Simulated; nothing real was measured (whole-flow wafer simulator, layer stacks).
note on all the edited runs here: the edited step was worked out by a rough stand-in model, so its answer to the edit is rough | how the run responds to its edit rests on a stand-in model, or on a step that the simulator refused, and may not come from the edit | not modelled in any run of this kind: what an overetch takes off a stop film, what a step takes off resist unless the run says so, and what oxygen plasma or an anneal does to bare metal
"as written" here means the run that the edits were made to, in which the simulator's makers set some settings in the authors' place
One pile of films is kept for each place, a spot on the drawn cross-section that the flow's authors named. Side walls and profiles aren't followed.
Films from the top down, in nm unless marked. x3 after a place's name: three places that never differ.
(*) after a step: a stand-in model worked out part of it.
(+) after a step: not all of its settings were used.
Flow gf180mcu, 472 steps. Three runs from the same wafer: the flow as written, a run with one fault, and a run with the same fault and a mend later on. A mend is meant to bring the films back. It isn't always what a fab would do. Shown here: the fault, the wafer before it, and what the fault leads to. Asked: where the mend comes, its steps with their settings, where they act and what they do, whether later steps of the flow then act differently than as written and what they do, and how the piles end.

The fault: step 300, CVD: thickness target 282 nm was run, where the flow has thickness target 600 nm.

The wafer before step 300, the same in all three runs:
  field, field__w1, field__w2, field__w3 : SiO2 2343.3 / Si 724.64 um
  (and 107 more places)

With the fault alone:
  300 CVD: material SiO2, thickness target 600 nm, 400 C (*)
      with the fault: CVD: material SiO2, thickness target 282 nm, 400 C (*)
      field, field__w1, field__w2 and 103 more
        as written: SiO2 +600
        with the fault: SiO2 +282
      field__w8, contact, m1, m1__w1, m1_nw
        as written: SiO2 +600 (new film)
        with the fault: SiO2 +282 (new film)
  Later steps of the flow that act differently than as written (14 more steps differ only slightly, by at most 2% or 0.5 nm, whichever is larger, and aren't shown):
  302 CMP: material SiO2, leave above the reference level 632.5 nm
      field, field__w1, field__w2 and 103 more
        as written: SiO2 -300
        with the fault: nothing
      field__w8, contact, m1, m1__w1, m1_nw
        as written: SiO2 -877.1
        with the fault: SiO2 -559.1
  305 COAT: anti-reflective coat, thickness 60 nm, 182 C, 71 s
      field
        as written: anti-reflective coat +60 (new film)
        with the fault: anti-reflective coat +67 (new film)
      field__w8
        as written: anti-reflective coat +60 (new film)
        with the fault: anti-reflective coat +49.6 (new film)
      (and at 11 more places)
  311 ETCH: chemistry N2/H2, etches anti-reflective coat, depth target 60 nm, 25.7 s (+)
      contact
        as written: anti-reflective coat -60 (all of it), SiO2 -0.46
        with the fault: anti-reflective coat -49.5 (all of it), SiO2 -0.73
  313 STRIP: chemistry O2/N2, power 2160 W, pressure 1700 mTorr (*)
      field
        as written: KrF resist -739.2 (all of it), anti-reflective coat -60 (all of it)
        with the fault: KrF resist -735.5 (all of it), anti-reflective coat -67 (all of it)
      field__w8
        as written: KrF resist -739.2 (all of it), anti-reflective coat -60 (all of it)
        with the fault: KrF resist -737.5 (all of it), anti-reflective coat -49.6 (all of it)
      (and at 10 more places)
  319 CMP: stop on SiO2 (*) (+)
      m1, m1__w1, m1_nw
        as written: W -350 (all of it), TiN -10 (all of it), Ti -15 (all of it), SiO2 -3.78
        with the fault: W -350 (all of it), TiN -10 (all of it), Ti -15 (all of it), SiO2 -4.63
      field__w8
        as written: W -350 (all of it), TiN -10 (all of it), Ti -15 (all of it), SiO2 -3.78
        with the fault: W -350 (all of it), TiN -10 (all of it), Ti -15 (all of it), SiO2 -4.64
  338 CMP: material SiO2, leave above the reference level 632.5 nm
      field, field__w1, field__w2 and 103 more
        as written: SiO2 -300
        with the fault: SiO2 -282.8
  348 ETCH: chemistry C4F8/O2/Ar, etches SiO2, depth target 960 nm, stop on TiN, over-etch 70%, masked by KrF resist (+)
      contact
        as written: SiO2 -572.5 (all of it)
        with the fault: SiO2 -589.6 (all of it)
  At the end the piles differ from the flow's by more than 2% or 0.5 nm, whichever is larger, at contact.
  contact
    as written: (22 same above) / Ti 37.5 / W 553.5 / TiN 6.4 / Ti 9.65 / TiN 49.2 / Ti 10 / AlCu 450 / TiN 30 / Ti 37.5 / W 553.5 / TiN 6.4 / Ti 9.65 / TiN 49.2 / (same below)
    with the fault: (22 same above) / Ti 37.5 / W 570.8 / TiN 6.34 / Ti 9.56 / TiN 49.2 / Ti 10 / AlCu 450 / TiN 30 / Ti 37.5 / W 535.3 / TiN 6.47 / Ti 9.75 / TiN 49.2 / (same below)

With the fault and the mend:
  The mend comes after step 300.
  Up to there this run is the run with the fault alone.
  300a CVD: material SiO2, thickness target 318 nm, 400 C (*) (the flow's step 300 once more, with other settings)
      field, field__w1, field__w2 and 108 more
        SiO2 +318
  No later step of the flow acts differently than as written at any place that is followed.
  At the end the piles are the same as the flow's at every place that both follow.
